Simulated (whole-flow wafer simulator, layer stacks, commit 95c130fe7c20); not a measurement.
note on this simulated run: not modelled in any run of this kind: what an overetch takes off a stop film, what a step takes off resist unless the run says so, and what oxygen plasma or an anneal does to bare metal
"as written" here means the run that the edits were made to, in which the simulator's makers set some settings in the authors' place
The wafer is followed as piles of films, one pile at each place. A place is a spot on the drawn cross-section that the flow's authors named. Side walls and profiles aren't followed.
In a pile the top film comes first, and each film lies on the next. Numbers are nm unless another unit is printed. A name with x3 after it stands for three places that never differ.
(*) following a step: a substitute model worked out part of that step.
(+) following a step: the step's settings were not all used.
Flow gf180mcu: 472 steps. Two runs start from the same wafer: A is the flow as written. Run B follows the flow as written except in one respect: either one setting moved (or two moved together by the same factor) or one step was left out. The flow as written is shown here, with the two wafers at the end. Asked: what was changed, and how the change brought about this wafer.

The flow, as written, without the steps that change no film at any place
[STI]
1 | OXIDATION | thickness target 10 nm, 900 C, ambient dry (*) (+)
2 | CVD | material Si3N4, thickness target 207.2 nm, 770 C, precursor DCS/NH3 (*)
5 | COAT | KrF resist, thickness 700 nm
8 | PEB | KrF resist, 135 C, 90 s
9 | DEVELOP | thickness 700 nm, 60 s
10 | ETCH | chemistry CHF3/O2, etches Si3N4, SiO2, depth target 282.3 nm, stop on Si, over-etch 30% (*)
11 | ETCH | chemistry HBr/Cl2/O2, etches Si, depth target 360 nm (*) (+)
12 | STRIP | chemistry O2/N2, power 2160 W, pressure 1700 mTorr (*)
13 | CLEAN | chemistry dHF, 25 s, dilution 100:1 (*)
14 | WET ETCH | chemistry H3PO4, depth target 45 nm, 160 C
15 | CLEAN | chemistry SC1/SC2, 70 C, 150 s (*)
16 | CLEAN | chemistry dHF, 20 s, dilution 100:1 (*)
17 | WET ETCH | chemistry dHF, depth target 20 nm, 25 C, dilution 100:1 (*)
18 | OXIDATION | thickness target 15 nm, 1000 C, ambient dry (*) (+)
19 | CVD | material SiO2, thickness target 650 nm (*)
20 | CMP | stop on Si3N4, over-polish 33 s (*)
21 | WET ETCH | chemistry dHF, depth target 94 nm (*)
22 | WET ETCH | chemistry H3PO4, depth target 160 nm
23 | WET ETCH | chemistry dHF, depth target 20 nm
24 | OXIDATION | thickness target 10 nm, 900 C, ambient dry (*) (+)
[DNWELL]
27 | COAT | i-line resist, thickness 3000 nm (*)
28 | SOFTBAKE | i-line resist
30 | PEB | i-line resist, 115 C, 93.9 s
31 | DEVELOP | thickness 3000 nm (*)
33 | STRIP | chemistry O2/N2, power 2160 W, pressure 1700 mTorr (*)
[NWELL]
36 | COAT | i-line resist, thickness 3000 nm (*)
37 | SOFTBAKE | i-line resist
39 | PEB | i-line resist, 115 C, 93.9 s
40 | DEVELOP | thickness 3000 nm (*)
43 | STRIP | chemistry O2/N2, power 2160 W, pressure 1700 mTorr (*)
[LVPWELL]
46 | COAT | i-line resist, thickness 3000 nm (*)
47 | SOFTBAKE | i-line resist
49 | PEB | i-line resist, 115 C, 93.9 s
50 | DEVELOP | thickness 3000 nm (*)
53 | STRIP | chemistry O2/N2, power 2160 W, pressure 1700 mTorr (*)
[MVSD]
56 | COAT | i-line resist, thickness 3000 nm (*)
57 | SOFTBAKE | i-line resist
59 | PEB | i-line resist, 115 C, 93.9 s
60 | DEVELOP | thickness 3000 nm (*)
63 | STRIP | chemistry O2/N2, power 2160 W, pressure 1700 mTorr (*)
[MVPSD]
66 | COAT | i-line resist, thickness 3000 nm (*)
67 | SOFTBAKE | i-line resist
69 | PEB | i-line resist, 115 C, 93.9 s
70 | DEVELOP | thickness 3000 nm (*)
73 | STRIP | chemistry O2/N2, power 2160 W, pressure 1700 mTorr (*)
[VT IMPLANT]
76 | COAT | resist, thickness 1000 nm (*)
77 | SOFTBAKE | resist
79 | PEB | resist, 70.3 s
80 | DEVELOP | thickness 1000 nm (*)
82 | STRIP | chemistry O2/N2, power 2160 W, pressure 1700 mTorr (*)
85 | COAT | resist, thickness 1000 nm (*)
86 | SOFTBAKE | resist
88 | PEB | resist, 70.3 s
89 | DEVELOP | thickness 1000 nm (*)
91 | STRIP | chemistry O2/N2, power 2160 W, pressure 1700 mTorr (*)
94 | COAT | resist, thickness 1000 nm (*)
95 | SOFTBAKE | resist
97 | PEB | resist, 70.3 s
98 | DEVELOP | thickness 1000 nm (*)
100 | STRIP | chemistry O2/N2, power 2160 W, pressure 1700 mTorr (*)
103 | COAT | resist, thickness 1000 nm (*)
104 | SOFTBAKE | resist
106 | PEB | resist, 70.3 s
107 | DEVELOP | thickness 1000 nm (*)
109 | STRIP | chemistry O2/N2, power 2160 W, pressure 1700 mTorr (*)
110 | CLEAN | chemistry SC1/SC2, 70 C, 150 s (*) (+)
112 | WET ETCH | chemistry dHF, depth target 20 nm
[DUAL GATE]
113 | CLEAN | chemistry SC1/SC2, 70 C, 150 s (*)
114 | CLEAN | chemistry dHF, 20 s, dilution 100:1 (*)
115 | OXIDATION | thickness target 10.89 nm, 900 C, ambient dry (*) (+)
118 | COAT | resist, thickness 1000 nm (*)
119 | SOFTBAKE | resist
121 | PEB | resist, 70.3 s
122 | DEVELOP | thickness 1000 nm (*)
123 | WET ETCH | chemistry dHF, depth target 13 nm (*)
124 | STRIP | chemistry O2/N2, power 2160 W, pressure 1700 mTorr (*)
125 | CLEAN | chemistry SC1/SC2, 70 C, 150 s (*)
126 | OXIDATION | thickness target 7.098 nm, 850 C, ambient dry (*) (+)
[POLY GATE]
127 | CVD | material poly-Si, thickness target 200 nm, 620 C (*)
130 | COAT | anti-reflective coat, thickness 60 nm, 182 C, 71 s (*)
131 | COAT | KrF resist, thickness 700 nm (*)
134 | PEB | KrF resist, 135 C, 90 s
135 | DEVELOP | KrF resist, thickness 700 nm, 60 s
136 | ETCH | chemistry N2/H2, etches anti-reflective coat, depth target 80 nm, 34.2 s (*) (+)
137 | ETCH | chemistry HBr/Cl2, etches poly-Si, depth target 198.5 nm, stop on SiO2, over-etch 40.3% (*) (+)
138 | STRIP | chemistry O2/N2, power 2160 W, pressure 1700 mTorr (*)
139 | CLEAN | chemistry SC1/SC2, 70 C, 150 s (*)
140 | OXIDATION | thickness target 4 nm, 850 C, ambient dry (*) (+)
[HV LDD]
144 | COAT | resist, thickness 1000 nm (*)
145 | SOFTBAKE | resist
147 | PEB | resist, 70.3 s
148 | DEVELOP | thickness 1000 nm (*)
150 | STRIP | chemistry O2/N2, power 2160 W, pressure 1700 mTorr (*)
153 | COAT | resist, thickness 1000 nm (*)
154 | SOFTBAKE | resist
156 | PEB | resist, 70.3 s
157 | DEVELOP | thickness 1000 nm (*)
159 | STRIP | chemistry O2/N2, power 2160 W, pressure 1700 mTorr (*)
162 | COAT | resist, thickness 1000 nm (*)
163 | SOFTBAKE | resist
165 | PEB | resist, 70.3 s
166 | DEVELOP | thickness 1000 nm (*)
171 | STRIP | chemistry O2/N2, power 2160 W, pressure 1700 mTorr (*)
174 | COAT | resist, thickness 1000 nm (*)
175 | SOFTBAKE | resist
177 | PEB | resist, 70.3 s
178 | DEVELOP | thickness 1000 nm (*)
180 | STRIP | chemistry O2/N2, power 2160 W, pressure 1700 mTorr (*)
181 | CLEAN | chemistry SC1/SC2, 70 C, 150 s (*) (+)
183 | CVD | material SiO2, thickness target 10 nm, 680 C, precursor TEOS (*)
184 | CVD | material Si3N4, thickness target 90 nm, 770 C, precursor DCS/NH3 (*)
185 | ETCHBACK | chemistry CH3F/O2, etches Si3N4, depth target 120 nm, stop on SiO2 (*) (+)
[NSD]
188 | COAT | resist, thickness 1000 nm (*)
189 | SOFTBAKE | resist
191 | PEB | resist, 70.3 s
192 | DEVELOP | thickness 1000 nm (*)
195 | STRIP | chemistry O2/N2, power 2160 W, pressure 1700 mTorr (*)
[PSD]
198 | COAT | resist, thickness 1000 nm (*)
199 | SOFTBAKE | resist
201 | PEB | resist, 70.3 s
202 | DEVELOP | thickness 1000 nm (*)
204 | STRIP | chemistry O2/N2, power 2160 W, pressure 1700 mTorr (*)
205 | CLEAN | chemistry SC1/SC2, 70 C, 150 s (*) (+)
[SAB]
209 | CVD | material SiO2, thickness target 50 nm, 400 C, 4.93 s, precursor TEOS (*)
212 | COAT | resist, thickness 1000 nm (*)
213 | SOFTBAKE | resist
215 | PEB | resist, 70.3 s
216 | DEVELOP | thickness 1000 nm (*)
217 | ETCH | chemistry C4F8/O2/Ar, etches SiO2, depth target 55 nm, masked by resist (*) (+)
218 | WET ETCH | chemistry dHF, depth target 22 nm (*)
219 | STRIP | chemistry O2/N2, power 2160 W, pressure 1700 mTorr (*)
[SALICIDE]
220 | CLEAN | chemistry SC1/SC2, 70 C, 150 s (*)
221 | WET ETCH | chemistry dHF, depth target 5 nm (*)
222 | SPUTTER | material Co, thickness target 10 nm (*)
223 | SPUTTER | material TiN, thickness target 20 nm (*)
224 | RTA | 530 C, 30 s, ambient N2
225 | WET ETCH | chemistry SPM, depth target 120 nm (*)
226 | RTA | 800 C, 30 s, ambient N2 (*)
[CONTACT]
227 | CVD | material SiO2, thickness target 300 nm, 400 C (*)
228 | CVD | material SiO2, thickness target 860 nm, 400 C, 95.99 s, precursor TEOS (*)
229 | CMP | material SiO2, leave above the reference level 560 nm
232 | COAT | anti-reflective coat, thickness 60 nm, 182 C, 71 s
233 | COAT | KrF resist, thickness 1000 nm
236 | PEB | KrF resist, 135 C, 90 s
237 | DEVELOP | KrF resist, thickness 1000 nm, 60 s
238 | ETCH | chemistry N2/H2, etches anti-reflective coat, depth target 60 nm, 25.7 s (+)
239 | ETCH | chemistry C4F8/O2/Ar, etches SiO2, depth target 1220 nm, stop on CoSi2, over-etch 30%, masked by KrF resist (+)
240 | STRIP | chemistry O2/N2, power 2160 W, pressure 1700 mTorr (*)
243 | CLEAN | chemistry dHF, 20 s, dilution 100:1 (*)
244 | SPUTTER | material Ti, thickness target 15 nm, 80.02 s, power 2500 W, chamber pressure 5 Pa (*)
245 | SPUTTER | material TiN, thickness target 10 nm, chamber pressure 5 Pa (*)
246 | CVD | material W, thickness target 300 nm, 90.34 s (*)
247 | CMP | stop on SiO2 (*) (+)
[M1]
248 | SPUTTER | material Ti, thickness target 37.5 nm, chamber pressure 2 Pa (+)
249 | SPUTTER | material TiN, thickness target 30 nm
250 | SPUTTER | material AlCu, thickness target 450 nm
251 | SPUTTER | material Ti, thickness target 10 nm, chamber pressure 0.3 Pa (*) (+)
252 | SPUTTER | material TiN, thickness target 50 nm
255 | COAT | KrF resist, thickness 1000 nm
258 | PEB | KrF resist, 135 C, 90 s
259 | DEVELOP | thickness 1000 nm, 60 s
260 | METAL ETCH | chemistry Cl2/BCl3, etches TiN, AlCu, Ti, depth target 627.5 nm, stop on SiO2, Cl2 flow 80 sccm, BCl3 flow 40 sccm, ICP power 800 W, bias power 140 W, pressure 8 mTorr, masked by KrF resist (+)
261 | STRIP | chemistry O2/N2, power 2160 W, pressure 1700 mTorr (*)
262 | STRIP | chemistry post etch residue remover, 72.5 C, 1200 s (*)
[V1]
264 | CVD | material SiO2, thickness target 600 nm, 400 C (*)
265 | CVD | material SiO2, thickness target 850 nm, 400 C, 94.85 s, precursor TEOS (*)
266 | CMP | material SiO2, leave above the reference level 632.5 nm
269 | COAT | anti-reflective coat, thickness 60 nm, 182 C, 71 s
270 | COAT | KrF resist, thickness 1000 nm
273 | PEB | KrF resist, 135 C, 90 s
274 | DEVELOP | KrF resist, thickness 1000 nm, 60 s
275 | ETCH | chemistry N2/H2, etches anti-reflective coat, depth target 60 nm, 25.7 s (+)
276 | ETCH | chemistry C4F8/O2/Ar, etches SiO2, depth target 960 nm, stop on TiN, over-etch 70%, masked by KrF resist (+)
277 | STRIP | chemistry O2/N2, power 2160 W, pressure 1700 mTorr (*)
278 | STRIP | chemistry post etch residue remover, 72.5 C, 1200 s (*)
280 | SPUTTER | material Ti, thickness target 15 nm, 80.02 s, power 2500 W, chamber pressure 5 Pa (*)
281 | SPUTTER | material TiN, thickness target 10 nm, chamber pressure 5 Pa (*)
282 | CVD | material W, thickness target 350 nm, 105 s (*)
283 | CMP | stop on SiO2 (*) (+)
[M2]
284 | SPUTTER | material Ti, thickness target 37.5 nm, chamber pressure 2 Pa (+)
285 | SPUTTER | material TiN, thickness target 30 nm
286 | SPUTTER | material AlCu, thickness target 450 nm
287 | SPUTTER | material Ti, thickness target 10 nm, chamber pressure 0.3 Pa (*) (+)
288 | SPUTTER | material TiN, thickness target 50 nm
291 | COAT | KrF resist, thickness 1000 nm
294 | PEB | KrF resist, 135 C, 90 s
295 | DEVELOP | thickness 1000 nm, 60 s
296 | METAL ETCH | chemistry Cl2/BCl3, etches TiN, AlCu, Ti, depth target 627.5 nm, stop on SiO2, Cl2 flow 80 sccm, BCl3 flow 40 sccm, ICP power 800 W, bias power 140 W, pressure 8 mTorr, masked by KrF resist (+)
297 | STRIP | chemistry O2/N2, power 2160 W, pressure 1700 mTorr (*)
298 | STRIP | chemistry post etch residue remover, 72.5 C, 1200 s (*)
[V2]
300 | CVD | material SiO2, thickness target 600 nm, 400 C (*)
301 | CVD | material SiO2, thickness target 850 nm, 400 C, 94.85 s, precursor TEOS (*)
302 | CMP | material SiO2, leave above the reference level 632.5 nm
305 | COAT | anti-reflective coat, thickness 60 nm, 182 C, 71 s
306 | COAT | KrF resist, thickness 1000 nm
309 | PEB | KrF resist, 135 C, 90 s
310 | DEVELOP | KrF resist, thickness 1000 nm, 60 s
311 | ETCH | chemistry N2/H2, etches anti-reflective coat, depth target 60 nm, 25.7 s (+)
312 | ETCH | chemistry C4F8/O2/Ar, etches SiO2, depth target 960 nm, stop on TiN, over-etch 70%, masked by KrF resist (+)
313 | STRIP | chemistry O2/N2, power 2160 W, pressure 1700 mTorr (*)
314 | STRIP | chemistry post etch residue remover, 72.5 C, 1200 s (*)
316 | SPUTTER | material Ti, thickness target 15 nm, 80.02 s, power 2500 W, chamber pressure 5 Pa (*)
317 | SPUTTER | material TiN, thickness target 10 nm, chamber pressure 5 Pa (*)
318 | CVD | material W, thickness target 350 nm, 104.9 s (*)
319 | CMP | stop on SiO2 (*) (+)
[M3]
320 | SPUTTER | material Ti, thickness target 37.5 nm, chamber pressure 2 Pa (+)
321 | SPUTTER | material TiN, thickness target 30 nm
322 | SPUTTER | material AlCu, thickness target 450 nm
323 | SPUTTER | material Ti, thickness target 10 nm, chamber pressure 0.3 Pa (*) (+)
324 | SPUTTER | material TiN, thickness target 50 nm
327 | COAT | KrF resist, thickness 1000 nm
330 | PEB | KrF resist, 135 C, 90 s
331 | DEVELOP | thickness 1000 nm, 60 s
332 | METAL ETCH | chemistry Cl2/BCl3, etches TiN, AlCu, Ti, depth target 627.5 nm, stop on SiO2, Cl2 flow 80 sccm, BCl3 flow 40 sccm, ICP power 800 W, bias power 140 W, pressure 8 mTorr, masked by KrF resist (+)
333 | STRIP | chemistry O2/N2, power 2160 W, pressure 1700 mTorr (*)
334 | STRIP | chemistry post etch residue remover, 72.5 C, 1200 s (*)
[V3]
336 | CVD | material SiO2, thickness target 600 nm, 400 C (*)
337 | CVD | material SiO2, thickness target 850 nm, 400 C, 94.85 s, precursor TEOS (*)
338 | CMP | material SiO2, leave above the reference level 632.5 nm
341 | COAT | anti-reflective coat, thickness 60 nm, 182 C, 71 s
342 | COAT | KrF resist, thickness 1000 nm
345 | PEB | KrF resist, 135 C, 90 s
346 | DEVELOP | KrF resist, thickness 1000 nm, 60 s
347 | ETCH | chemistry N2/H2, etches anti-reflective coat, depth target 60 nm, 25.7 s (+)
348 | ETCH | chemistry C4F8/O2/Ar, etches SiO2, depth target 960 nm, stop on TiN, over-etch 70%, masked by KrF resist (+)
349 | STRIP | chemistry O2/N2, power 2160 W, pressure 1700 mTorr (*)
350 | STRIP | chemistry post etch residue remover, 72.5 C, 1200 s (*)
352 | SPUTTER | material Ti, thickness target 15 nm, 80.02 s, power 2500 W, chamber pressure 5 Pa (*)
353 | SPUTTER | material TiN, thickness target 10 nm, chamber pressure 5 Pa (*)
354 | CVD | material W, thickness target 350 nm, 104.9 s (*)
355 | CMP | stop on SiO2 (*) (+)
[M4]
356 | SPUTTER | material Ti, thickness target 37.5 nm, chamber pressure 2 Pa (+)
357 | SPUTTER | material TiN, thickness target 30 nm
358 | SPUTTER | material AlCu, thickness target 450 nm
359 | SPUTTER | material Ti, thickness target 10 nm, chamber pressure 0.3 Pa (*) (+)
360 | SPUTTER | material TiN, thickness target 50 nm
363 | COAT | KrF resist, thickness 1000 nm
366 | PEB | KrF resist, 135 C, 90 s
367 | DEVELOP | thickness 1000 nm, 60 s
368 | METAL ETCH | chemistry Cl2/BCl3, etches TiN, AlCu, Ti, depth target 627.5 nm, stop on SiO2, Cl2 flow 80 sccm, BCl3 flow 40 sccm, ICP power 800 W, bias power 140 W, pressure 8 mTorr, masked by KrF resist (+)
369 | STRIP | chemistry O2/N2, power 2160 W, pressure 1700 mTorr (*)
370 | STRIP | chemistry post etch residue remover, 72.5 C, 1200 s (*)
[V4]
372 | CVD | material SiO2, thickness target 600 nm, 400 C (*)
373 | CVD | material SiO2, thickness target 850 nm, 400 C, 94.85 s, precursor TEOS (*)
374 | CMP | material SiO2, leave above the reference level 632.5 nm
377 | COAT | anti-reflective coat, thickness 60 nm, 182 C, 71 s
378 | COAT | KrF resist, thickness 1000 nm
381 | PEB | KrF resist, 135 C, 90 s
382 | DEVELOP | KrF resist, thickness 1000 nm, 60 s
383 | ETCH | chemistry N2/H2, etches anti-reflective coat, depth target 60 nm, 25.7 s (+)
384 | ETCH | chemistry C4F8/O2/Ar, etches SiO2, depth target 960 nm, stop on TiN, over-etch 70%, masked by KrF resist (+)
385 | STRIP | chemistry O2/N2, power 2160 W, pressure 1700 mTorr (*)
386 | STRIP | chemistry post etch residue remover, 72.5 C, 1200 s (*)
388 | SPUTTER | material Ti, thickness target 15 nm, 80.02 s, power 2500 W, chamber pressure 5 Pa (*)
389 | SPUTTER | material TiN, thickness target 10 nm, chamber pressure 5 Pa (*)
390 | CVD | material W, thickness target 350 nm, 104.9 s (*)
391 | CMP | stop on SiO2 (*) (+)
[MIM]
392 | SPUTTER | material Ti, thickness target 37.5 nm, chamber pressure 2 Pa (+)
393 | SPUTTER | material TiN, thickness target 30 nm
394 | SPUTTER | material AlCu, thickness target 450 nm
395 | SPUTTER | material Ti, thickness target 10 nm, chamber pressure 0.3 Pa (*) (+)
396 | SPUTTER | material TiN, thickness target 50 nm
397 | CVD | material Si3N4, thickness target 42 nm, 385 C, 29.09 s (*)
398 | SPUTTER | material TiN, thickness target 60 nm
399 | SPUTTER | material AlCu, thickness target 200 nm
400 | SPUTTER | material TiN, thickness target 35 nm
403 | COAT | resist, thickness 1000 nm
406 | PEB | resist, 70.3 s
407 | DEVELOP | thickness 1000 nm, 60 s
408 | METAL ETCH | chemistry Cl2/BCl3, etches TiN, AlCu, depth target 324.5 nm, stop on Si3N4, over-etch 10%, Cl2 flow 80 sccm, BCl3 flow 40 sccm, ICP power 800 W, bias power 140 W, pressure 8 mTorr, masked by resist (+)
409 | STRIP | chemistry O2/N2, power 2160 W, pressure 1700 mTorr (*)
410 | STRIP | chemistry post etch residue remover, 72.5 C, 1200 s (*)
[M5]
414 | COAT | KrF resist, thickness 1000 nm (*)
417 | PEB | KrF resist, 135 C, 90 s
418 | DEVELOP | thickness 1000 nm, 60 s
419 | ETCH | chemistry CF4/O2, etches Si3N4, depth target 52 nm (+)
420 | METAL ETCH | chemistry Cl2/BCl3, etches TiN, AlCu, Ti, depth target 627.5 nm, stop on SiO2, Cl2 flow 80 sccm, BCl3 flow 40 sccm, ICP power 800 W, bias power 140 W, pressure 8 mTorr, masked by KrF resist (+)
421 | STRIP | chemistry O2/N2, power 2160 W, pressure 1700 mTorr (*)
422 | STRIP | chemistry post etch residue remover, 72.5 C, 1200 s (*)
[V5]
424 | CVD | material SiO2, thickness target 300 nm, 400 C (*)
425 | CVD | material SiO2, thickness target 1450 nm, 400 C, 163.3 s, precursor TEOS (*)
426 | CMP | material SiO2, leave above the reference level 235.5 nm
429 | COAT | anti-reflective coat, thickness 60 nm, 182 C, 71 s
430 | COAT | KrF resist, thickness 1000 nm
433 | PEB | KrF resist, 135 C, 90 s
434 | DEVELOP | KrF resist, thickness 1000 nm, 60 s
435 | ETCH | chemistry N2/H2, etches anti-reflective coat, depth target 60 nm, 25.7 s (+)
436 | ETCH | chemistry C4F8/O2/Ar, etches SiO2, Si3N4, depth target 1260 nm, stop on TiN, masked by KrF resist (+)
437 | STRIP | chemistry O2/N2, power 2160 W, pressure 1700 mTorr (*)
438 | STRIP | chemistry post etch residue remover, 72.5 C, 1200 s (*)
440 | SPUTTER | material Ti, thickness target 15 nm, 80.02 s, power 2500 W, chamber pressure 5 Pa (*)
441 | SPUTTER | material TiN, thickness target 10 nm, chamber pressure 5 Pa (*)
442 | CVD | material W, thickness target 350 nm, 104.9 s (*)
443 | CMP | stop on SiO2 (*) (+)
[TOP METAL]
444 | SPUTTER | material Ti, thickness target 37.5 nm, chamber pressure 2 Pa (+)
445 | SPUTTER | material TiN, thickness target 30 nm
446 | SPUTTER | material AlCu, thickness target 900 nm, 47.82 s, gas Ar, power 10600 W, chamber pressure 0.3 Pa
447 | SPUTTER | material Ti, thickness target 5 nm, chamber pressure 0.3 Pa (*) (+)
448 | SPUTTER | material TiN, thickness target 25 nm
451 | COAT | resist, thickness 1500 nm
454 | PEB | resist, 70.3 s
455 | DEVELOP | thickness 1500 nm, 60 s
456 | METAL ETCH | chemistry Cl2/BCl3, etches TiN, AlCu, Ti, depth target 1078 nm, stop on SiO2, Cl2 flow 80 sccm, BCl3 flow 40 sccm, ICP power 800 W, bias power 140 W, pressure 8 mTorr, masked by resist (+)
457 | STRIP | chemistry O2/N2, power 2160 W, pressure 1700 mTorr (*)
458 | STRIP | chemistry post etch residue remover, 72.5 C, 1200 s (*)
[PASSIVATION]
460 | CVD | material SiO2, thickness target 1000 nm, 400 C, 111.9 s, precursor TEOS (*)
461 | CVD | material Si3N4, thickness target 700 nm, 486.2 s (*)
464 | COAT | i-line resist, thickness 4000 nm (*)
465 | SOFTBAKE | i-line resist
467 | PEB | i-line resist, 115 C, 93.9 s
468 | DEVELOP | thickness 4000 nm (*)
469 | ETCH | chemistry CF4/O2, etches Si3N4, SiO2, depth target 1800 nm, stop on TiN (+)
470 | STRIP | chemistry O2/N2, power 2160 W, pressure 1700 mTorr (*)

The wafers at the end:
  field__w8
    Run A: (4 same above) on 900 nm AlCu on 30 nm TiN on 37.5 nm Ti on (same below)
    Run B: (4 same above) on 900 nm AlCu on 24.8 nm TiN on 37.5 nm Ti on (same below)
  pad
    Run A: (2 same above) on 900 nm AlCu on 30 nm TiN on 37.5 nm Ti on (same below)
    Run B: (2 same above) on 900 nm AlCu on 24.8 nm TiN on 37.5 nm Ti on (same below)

What caused this: step 445, SPUTTER: thickness target 24.8 nm was run, while the flow as written has thickness target 30 nm.
The wafer lets one read it off: field__w8 has TiN 24.8, and step 445 as written asks for 30 nm.

The path from the change to this, step by step:
  445 | SPUTTER | material TiN, thickness target 30 nm
      field, field__w1, field__w2 and 109 more: A +30 TiN (new film) | B +24.8 TiN (new film)
  456 | METAL ETCH | chemistry Cl2/BCl3, etches TiN, AlCu, Ti, depth target 1078 nm, stop on SiO2, Cl2 flow 80 sccm, BCl3 flow 40 sccm, ICP power 800 W, bias power 140 W, pressure 8 mTorr, masked by resist (+)
      field, field__w1, field__w2 and 103 more: A -25 TiN (all of it), -5 Ti (all of it), -900 AlCu (all of it), -30 TiN (all of it), -37.5 Ti (all of it) | B -25 TiN (all of it), -5 Ti (all of it), -900 AlCu (all of it), -24.8 TiN (all of it), -37.5 Ti (all of it)
